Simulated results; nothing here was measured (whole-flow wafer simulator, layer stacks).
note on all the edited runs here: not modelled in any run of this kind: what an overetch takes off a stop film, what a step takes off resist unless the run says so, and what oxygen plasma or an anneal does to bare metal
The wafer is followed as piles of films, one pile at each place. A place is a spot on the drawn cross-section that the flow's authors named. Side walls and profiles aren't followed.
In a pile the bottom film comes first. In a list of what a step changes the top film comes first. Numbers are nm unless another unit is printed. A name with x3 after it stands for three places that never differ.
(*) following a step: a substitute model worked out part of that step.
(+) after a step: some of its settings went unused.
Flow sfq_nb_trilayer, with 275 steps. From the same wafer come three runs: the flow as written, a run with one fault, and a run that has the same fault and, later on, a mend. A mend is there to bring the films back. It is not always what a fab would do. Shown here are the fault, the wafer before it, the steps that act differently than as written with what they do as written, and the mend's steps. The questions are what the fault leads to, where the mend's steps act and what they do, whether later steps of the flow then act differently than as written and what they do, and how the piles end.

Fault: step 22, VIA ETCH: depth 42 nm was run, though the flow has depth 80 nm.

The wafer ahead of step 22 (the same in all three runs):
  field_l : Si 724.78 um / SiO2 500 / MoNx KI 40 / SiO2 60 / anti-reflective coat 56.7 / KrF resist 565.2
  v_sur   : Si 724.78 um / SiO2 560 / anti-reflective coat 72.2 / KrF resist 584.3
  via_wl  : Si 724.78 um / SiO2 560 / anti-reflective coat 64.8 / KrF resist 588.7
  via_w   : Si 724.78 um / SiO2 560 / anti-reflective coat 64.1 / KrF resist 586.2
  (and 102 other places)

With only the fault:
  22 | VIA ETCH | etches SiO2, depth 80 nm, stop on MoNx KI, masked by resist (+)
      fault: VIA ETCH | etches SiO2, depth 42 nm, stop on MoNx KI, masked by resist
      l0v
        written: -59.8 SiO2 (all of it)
        fault: -42 SiO2
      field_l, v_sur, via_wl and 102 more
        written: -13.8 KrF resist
        fault: -7.24 KrF resist
  Steps later in the flow that act otherwise than as written (4 more steps, not shown, differ only slightly: by at most 2% or 0.5 nm, whichever is larger):
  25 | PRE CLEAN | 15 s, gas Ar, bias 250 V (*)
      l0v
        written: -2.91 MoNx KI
        fault: -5 SiO2
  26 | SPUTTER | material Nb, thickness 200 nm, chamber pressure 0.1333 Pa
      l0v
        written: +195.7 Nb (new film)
        fault: +200 Nb (new film)
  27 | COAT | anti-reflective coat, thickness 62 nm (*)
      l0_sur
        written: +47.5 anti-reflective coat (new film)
        fault: +49.5 anti-reflective coat (new film)
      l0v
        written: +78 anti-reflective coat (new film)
        fault: +72.8 anti-reflective coat (new film)
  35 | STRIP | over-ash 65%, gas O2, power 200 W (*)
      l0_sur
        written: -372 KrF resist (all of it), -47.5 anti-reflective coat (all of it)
        fault: -373 KrF resist (all of it), -49.5 anti-reflective coat (all of it)
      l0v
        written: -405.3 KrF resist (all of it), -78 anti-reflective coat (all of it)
        fault: -394.5 KrF resist (all of it), -72.8 anti-reflective coat (all of it)
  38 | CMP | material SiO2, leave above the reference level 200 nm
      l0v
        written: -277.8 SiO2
        fault: -297.8 SiO2
  The piles end different from the flow's at l0v by more than 2% or 0.5 nm, whichever is larger.
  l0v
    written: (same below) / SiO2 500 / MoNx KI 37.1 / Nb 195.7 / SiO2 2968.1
    fault: (same below) / SiO2 500 / MoNx KI 40 / SiO2 12.8 / Nb 200 / SiO2 2948

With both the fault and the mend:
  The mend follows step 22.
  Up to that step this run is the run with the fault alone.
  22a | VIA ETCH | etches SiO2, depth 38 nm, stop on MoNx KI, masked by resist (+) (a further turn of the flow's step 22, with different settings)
      field_l, v_sur, via_wl and 102 more
        -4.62 KrF resist
      l0v
        -17.8 SiO2 (all of it)
  Later steps of the flow that are run all act as written at every place that is followed, up to a difference of at most 2% or 0.5 nm, whichever is larger.
  The piles end the same as the flow's at every place that both follow.
